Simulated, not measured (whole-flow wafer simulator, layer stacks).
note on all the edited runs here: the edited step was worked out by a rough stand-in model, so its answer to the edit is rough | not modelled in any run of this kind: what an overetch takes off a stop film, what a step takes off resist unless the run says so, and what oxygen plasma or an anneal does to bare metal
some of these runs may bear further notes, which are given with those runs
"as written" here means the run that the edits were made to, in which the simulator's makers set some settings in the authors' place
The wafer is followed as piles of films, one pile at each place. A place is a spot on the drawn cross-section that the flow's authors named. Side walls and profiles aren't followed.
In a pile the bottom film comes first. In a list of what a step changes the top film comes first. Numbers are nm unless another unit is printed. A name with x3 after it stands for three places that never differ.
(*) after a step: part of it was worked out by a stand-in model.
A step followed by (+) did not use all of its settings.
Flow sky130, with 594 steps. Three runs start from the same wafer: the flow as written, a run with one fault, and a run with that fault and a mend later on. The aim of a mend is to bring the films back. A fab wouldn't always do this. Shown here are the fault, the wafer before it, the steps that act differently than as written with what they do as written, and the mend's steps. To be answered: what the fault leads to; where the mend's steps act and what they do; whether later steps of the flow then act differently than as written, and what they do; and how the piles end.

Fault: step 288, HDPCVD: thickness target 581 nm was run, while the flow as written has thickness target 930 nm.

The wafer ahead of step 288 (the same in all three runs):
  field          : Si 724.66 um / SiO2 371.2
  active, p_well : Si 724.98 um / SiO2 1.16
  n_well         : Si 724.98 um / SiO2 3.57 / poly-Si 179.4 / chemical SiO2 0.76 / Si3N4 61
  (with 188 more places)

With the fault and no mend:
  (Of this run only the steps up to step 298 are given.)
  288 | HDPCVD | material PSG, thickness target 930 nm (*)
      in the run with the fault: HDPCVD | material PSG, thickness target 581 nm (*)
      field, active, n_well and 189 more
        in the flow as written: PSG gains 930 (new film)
        in the run with the fault: PSG gains 581 (new film)
  Steps later in the flow that act otherwise than as written (not shown: 2 more steps that differ only slightly, by at most 2% or 0.5 nm, whichever is larger):
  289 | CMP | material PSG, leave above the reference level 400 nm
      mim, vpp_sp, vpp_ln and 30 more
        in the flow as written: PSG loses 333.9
        in the run with the fault: nothing
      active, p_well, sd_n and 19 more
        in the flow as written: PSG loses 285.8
        in the run with the fault: nothing
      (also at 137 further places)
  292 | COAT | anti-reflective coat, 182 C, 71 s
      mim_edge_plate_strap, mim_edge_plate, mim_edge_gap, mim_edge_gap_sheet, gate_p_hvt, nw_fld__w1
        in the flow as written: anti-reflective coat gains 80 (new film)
        in the run with the fault: anti-reflective coat gains 78.3 (new film)
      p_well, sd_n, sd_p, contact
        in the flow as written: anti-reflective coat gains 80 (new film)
        in the run with the fault: anti-reflective coat gains 126.5 (new film)
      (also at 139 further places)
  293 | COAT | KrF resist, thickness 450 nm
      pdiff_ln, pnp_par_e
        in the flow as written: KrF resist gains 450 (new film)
        in the run with the fault: KrF resist gains 459.8 (new film)
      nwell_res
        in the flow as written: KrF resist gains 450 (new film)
        in the run with the fault: KrF resist gains 463.9 (new film)
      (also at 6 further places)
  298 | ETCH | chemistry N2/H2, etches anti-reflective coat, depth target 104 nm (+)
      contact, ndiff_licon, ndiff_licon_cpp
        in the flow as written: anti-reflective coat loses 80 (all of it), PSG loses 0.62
        in the run with the fault: anti-reflective coat loses 104
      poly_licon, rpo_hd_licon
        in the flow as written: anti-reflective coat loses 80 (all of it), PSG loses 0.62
        in the run with the fault: anti-reflective coat loses 71.6 (all of it), PSG loses 0.83
  The piles after step 298 differ from the flow's at field, active, n_well and 166 more by more than 2% or 0.5 nm, whichever is larger.
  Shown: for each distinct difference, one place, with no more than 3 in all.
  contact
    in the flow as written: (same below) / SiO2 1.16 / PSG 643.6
    in the run with the fault: (same below) / SiO2 1.16 / PSG 581 / anti-reflective coat 22.5
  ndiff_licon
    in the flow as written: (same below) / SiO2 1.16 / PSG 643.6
    in the run with the fault: (same below) / SiO2 1.16 / PSG 581 / anti-reflective coat 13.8
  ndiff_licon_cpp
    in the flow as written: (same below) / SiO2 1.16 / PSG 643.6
    in the run with the fault: (same below) / SiO2 1.16 / PSG 581 / anti-reflective coat 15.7

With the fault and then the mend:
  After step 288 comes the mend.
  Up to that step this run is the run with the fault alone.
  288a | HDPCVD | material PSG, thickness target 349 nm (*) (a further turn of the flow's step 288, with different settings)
      field, active, n_well and 189 more
        PSG gains 349
  None of the later steps of the flow differs from how it acts as written, at any place that is followed, by more than 2% or 0.5 nm, whichever is larger.
  At the end the piles are close to the flow's at the places that both follow, differing by at most 2% or 0.5 nm, whichever is larger.
